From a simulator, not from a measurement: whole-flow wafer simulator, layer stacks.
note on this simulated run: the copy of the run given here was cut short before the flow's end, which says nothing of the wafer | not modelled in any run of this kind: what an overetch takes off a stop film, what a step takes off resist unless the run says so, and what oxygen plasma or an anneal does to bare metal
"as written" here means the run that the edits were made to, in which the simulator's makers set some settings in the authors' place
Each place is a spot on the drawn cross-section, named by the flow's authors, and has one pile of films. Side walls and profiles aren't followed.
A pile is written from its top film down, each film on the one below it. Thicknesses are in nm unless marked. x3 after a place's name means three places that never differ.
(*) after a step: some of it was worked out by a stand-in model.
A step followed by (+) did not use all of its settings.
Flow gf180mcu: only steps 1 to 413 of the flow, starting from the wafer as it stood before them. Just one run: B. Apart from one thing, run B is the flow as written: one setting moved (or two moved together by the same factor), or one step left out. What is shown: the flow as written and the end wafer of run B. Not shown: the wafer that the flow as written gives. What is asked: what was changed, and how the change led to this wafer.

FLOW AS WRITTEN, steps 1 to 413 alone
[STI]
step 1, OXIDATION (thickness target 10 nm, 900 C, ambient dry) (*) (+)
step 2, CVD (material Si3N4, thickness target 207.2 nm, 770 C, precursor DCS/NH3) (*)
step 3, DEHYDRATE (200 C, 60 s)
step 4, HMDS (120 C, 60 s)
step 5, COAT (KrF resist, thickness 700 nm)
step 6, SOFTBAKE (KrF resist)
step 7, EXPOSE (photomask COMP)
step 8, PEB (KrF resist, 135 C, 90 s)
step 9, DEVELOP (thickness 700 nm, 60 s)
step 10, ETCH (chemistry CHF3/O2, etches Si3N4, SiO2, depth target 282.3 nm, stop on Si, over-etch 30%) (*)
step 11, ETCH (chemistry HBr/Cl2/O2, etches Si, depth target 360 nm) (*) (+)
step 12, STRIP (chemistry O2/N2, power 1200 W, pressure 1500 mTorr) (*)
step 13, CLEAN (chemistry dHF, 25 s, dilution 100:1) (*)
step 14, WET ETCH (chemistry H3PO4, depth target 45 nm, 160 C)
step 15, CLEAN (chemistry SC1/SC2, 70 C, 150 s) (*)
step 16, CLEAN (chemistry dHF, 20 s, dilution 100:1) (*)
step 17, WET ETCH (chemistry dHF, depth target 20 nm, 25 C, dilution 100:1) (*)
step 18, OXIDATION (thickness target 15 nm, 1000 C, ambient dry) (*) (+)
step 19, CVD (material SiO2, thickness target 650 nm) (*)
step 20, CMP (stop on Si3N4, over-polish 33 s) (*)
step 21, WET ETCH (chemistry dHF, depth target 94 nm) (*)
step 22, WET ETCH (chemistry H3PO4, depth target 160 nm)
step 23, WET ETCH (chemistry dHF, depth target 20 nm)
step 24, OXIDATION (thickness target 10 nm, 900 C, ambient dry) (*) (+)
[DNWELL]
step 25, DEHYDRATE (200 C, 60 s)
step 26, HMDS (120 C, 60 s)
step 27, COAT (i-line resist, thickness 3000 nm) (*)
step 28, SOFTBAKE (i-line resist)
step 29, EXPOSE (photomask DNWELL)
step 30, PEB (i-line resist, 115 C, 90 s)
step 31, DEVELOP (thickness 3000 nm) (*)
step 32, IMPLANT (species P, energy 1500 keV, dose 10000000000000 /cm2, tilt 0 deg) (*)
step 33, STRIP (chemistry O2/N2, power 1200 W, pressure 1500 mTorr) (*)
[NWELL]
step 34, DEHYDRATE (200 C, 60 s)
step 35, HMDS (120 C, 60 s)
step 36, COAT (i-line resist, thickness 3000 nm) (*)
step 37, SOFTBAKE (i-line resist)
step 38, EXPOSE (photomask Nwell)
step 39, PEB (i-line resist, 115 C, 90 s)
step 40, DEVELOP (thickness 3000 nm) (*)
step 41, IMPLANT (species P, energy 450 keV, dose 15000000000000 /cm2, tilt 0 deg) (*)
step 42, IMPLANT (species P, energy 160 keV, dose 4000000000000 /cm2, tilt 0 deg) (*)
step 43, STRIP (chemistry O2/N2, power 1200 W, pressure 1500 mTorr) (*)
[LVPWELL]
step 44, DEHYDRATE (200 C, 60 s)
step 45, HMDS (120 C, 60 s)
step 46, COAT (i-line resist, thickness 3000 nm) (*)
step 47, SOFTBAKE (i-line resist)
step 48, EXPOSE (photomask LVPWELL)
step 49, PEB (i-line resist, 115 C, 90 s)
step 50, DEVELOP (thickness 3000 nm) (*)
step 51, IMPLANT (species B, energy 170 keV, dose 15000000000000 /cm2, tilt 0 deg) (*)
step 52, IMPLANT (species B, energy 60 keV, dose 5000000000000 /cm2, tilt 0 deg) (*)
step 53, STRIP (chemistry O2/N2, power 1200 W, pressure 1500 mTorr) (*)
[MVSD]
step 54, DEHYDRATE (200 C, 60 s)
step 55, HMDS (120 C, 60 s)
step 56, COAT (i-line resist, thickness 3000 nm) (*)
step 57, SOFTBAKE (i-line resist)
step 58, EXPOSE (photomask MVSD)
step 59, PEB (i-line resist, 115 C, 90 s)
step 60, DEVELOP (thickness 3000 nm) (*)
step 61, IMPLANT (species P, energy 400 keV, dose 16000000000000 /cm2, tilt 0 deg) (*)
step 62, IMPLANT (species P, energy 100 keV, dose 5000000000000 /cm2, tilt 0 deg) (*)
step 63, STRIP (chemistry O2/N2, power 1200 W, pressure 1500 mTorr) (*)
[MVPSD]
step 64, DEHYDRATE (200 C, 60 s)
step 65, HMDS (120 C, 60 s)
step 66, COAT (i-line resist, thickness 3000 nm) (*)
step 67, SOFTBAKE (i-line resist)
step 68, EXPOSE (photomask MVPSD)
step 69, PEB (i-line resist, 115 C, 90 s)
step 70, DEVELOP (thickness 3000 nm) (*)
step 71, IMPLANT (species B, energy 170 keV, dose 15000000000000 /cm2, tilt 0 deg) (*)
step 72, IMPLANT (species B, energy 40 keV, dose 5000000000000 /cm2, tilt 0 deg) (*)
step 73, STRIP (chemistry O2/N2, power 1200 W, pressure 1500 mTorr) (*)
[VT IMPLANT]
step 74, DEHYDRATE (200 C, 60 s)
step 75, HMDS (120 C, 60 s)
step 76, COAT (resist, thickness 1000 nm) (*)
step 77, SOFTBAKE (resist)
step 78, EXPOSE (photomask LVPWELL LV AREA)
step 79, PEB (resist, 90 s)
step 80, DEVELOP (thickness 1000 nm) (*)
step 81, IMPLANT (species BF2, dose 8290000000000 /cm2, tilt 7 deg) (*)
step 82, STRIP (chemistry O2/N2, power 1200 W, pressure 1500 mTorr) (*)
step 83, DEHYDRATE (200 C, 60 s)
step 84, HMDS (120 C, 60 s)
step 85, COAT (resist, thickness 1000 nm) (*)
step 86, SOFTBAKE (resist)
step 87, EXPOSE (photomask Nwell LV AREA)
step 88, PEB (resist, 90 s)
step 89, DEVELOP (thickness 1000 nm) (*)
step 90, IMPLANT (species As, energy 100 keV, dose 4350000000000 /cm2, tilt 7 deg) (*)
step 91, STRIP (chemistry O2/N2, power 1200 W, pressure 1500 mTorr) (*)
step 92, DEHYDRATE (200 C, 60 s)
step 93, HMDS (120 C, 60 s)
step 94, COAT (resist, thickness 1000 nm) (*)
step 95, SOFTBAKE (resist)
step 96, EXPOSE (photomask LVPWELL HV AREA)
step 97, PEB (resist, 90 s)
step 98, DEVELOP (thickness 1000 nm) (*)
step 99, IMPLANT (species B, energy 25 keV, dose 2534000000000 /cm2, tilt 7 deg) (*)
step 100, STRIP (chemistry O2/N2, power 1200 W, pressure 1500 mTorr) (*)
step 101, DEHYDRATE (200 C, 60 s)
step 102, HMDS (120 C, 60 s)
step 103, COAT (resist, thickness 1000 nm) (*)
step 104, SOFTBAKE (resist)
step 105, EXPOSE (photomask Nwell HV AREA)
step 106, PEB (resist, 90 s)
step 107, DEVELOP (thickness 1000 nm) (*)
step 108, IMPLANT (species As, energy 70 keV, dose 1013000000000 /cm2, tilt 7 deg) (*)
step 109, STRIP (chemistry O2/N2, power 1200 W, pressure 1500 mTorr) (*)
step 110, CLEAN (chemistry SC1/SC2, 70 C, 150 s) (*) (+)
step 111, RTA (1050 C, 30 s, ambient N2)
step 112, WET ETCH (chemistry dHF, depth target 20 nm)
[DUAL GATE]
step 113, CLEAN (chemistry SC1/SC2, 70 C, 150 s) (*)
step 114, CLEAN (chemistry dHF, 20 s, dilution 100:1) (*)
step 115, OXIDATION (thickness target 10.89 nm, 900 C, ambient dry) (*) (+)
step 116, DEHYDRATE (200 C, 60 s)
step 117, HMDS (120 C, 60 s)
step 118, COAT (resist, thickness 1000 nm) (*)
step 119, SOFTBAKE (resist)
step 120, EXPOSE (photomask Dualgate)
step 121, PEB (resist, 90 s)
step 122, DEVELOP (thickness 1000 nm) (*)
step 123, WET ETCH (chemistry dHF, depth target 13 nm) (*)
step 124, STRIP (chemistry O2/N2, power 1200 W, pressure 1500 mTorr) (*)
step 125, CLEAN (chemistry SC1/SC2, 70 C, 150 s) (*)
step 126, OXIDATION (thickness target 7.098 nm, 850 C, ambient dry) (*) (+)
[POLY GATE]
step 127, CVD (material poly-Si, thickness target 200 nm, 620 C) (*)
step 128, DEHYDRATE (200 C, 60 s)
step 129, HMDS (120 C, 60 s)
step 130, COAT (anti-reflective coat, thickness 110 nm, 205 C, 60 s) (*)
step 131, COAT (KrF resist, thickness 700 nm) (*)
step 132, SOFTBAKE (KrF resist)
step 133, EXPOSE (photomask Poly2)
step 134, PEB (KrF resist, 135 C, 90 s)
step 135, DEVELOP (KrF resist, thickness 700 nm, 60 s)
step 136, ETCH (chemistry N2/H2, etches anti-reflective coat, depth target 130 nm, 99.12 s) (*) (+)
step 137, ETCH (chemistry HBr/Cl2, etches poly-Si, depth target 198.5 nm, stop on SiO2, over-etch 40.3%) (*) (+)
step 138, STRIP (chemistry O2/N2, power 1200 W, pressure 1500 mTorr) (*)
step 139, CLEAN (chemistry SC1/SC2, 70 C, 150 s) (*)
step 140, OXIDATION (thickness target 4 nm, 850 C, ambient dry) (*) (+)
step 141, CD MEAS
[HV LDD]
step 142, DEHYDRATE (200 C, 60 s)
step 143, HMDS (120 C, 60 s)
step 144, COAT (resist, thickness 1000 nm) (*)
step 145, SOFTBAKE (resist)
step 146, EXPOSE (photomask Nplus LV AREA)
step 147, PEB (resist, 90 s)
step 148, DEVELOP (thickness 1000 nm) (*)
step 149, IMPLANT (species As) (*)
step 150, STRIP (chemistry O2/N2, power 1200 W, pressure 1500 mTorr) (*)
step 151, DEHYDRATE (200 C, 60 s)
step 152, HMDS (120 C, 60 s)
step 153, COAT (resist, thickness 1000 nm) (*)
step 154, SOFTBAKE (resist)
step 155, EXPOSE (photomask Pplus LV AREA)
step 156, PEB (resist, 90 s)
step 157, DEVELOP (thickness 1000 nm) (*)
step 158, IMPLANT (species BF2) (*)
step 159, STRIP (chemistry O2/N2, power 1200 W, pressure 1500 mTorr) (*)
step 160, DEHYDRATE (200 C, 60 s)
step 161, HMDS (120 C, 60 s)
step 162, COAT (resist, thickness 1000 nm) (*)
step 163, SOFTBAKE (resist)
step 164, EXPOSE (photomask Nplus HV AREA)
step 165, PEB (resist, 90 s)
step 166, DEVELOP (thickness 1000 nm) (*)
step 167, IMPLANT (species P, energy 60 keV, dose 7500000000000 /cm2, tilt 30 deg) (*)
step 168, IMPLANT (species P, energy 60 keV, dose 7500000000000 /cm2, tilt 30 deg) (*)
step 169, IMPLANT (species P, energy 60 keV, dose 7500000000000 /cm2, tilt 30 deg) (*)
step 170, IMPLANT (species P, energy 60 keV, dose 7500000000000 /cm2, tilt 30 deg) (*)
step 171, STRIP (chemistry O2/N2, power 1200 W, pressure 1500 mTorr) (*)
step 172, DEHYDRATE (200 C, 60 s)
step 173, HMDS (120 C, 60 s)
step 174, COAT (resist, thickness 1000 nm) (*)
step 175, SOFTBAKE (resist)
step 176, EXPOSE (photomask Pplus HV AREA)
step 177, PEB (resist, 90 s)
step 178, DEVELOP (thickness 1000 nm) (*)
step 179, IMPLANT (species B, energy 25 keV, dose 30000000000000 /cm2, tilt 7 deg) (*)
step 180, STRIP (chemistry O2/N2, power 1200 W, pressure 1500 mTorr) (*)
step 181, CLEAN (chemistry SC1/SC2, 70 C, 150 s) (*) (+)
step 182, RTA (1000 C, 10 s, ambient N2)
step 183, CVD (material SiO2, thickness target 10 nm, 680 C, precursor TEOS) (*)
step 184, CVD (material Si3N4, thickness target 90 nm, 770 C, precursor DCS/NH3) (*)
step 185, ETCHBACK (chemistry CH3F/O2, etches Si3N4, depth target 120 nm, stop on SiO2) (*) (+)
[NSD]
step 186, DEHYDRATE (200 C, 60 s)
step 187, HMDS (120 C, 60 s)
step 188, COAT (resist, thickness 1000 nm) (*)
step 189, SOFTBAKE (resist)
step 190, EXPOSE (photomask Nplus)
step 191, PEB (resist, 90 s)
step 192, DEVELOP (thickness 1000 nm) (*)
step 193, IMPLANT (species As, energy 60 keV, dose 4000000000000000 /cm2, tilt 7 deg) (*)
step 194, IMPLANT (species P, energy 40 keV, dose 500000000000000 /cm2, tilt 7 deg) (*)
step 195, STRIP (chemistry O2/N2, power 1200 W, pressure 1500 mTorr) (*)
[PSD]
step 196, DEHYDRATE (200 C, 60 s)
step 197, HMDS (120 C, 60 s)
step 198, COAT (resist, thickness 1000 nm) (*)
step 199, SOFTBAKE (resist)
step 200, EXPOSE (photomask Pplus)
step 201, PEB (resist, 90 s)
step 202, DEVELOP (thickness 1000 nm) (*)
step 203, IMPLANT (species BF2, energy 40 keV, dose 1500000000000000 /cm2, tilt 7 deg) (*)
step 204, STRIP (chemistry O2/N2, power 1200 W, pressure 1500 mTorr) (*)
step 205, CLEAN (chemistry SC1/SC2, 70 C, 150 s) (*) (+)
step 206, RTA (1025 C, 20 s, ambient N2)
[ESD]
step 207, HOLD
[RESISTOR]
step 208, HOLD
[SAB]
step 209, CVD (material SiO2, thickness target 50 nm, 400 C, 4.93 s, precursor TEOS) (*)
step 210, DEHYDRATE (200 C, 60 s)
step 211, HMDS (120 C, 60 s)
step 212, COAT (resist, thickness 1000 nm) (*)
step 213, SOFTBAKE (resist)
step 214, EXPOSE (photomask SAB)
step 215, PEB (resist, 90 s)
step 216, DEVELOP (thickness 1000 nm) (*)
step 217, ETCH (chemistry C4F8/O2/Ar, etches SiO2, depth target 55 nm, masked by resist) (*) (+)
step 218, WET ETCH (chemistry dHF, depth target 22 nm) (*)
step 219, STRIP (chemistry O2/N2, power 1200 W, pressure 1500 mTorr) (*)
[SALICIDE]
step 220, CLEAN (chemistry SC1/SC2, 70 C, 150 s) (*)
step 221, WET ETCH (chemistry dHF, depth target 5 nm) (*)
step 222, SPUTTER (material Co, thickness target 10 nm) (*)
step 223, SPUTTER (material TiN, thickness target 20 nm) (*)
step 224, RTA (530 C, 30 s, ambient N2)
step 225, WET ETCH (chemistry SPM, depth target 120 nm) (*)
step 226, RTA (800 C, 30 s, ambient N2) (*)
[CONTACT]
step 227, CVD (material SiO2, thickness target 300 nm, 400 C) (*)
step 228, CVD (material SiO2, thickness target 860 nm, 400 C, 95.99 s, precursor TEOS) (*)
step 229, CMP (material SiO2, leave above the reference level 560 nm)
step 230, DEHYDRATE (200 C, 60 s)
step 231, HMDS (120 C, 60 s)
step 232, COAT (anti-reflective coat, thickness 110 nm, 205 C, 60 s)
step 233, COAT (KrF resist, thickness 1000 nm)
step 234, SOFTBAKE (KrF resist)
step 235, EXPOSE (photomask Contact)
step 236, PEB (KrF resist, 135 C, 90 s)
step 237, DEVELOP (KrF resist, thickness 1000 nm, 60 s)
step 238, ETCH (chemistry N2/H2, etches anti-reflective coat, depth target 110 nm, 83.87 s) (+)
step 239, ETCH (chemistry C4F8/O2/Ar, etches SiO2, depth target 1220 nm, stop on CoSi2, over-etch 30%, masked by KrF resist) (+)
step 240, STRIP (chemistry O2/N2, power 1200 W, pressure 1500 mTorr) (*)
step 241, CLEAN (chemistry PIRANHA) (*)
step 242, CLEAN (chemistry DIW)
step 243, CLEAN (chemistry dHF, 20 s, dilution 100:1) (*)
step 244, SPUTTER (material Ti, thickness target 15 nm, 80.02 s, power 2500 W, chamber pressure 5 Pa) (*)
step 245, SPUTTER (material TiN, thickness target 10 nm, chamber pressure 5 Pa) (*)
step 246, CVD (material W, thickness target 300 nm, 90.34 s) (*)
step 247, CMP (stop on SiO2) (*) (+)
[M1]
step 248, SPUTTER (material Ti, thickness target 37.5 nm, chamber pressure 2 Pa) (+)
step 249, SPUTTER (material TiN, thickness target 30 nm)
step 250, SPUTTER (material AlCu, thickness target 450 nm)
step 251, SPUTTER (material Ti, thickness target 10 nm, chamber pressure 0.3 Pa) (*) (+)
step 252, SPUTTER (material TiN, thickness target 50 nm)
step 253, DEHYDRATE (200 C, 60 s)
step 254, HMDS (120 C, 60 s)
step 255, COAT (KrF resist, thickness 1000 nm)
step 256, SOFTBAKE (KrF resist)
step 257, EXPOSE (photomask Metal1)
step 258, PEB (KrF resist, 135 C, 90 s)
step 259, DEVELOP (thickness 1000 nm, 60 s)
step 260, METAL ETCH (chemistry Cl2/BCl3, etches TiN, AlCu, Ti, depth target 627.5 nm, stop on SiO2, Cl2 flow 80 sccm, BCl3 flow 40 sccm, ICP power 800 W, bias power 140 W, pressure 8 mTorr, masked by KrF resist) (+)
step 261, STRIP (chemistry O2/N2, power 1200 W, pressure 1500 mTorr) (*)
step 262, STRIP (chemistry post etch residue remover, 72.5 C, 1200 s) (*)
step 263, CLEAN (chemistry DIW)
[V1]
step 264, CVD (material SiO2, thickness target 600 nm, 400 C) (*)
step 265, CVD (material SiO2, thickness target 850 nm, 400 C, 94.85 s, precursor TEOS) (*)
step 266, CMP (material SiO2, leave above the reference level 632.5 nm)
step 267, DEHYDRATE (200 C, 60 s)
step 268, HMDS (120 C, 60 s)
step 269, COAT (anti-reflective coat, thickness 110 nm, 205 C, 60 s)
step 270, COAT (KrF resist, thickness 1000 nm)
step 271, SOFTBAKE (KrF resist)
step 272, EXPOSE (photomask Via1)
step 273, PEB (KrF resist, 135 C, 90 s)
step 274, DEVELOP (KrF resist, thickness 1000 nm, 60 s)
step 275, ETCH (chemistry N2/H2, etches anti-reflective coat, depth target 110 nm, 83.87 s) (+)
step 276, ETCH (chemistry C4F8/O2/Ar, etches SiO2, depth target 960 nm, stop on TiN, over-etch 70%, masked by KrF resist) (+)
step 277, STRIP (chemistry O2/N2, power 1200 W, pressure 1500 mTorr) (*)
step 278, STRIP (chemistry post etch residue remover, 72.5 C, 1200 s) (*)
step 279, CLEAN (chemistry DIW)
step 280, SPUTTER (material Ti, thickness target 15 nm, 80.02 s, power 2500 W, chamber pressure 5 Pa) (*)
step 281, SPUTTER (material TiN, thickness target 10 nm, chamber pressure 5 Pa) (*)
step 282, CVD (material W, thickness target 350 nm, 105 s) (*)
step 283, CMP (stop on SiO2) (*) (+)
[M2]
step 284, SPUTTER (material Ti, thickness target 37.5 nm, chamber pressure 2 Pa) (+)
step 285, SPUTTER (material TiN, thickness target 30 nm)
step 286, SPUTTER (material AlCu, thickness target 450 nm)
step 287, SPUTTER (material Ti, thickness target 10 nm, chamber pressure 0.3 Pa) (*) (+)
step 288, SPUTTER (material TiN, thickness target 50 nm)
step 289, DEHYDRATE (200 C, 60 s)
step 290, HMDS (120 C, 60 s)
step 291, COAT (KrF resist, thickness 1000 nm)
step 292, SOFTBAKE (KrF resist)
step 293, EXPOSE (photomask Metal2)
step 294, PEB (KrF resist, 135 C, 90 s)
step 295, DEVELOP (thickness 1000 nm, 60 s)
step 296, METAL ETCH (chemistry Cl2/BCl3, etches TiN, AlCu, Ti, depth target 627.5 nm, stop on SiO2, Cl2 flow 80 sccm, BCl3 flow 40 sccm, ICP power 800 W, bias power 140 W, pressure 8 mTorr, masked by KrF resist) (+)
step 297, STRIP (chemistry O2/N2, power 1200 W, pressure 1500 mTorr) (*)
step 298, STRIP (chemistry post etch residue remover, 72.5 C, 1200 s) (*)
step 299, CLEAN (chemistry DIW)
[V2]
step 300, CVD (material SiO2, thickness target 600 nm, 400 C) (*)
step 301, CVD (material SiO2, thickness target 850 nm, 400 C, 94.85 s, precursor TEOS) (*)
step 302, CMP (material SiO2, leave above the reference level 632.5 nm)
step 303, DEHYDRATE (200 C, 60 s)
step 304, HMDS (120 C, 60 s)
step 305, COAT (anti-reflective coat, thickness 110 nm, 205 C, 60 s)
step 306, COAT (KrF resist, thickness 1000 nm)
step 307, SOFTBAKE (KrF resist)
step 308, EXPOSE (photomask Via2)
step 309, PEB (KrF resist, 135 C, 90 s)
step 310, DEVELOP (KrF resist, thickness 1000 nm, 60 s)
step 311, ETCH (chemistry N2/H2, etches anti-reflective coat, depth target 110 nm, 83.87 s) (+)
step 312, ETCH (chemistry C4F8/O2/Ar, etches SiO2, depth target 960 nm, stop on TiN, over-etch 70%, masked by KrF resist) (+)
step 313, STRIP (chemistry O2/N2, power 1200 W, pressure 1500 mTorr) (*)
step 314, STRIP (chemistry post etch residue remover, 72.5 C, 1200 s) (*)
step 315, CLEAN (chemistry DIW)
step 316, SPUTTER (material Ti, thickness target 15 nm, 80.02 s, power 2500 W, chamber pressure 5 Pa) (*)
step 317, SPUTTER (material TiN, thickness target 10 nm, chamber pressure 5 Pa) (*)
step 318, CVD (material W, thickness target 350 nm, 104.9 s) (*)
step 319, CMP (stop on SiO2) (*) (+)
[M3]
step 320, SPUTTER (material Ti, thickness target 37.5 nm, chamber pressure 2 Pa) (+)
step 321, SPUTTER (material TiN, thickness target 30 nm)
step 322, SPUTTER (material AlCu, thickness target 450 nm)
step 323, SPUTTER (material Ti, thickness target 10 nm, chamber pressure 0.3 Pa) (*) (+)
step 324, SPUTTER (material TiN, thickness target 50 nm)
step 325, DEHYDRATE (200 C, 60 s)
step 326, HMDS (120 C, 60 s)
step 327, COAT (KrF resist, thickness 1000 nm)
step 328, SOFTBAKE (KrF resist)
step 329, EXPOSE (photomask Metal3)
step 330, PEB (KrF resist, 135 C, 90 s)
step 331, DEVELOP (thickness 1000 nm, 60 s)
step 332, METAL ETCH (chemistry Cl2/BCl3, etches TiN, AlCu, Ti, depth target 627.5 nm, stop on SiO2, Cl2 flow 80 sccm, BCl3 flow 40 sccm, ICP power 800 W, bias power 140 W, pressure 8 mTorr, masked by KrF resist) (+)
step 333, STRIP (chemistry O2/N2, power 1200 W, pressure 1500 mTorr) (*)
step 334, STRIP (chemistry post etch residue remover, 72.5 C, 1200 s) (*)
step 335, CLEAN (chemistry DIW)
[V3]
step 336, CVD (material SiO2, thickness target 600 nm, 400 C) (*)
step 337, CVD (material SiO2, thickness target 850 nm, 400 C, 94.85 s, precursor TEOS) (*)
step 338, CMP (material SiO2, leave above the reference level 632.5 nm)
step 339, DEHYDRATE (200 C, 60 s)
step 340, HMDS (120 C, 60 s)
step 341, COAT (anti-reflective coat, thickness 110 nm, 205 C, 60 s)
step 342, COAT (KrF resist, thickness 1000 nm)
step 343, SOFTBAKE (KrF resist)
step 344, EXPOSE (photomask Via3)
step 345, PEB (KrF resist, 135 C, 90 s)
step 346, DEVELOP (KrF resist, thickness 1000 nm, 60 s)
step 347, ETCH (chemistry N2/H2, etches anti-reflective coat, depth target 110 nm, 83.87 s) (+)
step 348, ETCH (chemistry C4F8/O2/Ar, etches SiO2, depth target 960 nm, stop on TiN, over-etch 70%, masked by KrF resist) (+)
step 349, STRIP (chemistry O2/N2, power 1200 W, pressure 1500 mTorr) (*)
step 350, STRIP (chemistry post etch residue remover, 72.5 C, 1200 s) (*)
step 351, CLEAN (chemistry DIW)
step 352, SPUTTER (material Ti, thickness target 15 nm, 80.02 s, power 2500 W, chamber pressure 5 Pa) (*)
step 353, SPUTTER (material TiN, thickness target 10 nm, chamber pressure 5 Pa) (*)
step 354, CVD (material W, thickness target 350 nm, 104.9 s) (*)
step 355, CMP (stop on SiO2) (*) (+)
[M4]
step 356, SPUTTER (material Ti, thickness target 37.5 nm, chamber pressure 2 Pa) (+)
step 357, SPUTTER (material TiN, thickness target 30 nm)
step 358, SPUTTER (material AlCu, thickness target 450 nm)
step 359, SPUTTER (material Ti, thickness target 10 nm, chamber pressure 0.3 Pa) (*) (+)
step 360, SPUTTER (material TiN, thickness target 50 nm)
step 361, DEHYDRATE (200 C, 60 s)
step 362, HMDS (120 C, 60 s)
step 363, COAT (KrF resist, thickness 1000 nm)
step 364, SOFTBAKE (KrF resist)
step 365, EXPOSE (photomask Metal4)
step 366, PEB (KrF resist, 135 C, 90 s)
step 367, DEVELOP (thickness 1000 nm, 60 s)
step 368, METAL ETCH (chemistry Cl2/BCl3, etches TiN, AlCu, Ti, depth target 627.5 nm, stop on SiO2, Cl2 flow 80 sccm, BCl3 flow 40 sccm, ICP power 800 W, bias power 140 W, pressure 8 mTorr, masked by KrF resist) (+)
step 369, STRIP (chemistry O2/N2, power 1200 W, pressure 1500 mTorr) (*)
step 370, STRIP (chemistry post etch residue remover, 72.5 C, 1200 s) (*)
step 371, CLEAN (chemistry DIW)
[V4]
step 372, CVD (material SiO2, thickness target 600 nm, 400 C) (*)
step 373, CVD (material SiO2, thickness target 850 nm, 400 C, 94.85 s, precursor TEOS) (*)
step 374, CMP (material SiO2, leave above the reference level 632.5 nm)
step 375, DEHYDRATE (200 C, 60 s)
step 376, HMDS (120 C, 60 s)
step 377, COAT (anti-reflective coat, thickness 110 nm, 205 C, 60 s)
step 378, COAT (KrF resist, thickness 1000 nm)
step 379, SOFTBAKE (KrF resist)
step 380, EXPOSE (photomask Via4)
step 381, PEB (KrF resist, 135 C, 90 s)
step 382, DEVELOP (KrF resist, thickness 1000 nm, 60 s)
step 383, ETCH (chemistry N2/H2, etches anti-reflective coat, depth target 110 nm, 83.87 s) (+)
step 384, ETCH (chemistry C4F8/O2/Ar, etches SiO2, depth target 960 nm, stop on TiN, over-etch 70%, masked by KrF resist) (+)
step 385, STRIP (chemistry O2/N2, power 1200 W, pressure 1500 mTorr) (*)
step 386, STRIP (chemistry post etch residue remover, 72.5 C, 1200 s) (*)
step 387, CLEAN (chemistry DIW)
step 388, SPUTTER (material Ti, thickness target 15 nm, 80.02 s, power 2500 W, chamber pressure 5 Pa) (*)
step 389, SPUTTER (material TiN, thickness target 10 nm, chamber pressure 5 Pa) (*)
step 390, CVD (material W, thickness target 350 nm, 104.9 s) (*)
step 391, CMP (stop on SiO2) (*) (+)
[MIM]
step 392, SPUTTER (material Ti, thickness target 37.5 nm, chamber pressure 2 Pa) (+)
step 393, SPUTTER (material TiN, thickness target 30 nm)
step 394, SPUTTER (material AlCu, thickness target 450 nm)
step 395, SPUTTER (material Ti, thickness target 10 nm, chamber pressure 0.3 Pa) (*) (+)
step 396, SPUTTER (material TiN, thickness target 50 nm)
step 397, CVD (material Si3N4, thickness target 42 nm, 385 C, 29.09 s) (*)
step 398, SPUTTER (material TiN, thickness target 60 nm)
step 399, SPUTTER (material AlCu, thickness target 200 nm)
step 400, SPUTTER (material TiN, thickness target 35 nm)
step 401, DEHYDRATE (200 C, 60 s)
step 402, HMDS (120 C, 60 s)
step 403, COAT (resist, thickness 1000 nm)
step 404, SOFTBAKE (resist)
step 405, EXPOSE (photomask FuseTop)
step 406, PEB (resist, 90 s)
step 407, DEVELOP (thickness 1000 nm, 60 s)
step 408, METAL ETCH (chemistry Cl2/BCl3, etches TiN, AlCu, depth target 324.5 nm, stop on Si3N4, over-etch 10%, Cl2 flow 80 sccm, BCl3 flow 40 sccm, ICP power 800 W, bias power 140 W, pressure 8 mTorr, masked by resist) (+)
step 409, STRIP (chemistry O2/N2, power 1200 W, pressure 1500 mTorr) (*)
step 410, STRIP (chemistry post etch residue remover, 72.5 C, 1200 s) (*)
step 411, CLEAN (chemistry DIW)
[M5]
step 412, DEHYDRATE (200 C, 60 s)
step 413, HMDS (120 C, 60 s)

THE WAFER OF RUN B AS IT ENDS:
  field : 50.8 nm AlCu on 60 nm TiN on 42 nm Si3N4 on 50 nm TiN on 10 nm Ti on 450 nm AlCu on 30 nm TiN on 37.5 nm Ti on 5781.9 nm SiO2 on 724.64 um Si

The reason: step 408, METAL ETCH: depth target 178.5 nm was run, while the flow as written has depth target 324.5 nm.

How this came from the change, step by step:
  step 408, METAL ETCH (chemistry Cl2/BCl3, etches TiN, AlCu, depth target 324.5 nm, stop on Si3N4, over-etch 10%, Cl2 flow 80 sccm, BCl3 flow 40 sccm, ICP power 800 W, bias power 140 W, pressure 8 mTorr, masked by resist) (+)
      field, field__w1, field__w2 and 107 more: TiN loses 35 (all of it), AlCu loses 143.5 (as written it would have been: TiN loses 35 (all of it), AlCu loses 200 (all of it), TiN loses 60 (all of it))
      mim: resist loses 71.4 (as written it would have been: resist loses 129.8)
  step 409, STRIP (chemistry O2/N2, power 1200 W, pressure 1500 mTorr) (*)
      mim: resist loses 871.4 (all of it) (as written it would have been: resist loses 813 (all of it))
  step 410, STRIP (chemistry post etch residue remover, 72.5 C, 1200 s) (*)
      field, field__w1, field__w2 and 107 more: AlCu loses 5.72 (as written it would have been: Si3N4 loses 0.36)
Taking metal films that touch as one body, field has 2 bodies (between them, from the top down: Si3N4 42); the flow as written gives 1 body.
